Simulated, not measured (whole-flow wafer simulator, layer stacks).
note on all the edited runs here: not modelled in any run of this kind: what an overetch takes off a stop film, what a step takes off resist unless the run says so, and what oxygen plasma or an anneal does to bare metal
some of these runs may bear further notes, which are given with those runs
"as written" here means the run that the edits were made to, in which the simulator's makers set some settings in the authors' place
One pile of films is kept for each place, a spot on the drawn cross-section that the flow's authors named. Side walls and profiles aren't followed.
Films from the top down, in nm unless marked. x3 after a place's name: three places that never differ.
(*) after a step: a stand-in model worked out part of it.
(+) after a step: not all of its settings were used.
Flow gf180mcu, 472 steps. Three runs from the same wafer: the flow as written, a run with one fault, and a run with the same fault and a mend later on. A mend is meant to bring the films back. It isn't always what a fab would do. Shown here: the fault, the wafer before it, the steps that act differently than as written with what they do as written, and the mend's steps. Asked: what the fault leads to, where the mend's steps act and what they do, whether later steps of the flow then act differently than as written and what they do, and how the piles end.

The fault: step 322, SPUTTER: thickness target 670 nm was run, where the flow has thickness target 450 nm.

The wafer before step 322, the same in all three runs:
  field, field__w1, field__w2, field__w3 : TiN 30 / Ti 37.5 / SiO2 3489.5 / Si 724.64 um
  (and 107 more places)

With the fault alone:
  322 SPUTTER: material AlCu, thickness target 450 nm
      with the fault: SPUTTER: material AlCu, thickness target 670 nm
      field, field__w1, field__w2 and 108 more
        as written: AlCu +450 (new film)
        with the fault: AlCu +670 (new film)
  Later steps of the flow that act differently than as written:
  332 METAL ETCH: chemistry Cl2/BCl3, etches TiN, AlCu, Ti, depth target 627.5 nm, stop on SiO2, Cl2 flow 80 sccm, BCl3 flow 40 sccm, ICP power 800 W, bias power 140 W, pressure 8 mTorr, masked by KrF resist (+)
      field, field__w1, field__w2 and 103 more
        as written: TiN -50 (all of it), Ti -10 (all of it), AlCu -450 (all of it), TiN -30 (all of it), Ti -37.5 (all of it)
        with the fault: TiN -50 (all of it), Ti -10 (all of it), AlCu -567.5
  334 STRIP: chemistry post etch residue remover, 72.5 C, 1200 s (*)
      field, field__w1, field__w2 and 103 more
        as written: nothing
        with the fault: AlCu -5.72
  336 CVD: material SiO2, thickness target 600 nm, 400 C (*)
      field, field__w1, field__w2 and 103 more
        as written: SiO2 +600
        with the fault: SiO2 +600 (new film)
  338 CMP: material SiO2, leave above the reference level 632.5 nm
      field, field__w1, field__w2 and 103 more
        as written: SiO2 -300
        with the fault: SiO2 -244.3
  At the end the piles differ from the flow's by more than 2% or 0.5 nm, whichever is larger, at field, field__w1, field__w2 and 109 more.
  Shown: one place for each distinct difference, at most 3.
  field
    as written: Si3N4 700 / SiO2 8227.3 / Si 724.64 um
    with the fault: Si3N4 700 / SiO2 4793.5 / AlCu 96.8 / TiN 30 / Ti 37.5 / SiO2 3489.5 / Si 724.64 um
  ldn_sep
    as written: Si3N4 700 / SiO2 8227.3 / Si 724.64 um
    with the fault: Si3N4 700 / SiO2 4793.5 / AlCu 96.8 / TiN 30 / Ti 37.5 / SiO2 3489.4 / Si 724.64 um
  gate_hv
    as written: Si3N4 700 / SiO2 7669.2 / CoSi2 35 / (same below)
    with the fault: Si3N4 700 / SiO2 4793.5 / AlCu 96.8 / TiN 30 / Ti 37.5 / SiO2 2931.3 / CoSi2 35 / (same below)

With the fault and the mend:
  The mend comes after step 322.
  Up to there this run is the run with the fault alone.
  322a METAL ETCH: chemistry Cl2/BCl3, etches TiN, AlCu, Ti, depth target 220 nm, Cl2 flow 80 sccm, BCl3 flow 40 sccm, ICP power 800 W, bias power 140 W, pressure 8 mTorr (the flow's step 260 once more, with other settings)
      field, field__w1, field__w2 and 108 more
        AlCu -220
  No later step of the flow acts differently than as written at any place that is followed.
  At the end the piles are the same as the flow's at every place that both follow.
